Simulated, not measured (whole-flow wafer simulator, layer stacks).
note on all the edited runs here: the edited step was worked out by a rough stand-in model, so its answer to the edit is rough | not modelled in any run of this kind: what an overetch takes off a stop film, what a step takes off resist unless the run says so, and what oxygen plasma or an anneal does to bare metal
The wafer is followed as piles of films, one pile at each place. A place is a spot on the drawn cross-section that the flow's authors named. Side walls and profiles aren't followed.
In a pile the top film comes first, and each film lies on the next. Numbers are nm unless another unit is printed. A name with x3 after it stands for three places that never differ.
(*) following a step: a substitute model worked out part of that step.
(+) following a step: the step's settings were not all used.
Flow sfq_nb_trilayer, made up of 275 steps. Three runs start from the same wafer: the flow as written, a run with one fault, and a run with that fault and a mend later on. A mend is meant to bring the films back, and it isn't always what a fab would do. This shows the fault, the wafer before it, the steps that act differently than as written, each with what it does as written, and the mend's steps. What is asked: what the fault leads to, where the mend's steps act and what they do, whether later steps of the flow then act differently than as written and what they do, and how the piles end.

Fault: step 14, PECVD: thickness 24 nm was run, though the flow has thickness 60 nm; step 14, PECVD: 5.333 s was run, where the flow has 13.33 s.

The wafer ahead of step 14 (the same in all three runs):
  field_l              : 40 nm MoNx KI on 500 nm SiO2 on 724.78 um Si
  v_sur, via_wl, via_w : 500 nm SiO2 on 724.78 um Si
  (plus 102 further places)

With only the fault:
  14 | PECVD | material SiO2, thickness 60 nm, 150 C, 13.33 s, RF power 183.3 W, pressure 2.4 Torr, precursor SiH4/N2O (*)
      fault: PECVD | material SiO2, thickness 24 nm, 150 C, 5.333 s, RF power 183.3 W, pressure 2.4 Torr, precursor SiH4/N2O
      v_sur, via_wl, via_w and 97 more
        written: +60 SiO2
        fault: +24 SiO2
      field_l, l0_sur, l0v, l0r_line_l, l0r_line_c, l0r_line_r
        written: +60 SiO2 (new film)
        fault: +24 SiO2 (new film)
  Steps further on in the flow that do not act as written (10 more steps, not shown, differ only slightly: by at most 2% or 0.5 nm, whichever is larger):
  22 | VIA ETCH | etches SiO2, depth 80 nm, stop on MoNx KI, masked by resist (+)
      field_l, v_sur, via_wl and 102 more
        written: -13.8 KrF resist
        fault: -6.17 KrF resist
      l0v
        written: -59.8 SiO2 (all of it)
        fault: -23.8 SiO2 (all of it)
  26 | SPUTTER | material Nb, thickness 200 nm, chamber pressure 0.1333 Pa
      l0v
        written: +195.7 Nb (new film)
        fault: +200 Nb (new film)
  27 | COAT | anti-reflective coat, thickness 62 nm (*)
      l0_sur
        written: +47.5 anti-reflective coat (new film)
        fault: +51.5 anti-reflective coat (new film)
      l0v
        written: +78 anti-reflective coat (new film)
        fault: +67 anti-reflective coat (new film)
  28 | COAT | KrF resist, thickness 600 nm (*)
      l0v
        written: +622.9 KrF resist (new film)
        fault: +601.7 KrF resist (new film)
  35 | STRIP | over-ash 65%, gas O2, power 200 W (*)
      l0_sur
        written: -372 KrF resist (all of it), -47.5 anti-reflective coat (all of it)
        fault: -373.9 KrF resist (all of it), -51.5 anti-reflective coat (all of it)
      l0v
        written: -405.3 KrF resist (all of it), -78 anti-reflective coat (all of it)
        fault: -384.1 KrF resist (all of it), -67 anti-reflective coat (all of it)
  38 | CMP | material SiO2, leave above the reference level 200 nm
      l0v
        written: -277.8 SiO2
        fault: -318.1 SiO2
  By the end, the piles at field_l, v_sur, via_wl and 100 more depart from the flow's by more than 2% or 0.5 nm, whichever is larger.
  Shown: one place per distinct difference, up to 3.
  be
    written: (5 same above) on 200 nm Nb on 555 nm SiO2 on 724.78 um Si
    fault: (5 same above) on 200 nm Nb on 519 nm SiO2 on 724.78 um Si
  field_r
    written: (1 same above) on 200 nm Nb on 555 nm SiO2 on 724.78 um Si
    fault: (1 same above) on 200 nm Nb on 519 nm SiO2 on 724.78 um Si
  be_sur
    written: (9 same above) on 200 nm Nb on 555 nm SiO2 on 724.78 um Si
    fault: (9 same above) on 200 nm Nb on 519 nm SiO2 on 724.78 um Si

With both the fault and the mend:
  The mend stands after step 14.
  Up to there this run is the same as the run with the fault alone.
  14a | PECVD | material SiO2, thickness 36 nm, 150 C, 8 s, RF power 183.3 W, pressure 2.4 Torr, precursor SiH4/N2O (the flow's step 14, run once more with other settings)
      field_l, v_sur, via_wl and 103 more
        +36 SiO2
  Later steps of the flow that are run all act as written at every place that is followed, up to a difference of at most 2% or 0.5 nm, whichever is larger.
  At every place that both follow, the piles at the end match the flow's.
